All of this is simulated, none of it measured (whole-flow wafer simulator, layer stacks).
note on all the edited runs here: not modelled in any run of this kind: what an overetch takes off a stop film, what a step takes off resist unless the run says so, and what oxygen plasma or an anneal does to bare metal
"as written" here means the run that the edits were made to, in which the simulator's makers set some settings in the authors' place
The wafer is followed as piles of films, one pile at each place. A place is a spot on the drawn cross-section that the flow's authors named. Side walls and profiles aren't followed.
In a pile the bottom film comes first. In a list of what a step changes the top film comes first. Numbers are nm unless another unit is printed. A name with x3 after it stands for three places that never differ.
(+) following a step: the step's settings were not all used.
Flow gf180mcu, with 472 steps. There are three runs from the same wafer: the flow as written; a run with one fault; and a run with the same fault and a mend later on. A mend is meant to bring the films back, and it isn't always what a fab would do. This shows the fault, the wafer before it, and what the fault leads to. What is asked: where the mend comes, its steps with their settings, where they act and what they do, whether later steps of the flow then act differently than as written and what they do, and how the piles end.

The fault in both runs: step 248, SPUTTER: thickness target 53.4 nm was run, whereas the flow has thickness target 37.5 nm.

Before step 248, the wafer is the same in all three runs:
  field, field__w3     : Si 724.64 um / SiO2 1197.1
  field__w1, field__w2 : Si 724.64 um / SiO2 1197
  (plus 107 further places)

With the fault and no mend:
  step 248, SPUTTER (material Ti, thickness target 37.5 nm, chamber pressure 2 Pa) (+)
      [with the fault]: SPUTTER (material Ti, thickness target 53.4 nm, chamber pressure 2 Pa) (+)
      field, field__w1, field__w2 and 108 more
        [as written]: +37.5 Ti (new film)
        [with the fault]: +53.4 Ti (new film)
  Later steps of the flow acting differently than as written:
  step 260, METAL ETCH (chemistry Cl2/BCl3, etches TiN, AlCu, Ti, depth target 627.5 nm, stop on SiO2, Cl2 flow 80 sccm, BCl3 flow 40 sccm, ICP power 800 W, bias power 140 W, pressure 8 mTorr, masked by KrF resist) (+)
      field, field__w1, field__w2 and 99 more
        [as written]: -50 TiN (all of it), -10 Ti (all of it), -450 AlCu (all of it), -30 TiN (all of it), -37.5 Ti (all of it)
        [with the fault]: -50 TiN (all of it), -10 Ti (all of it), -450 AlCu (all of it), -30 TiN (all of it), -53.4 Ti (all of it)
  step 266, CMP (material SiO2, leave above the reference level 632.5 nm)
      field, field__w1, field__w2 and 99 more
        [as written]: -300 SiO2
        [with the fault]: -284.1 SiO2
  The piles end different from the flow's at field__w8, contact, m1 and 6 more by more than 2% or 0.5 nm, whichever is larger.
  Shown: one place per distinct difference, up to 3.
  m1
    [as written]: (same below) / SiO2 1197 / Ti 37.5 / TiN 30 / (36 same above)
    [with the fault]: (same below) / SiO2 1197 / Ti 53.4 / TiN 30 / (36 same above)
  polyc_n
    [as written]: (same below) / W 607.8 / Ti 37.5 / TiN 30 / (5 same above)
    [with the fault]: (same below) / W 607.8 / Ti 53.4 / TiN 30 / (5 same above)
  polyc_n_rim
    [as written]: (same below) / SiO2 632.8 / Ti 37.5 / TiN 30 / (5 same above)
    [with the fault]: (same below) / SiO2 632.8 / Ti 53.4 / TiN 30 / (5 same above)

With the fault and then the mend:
  The mend stands after step 248.
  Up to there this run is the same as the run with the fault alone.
  step 248a, METAL ETCH (chemistry Cl2/BCl3, etches TiN, AlCu, Ti, depth target 15.9 nm, Cl2 flow 80 sccm, BCl3 flow 40 sccm, ICP power 800 W, bias power 140 W, pressure 8 mTorr)
      field, field__w1, field__w2 and 108 more
        -15.9 Ti
  None of the later steps of the flow acts differently than as written at any place that is followed.
  The piles end the same as the flow's at every place that both follow.
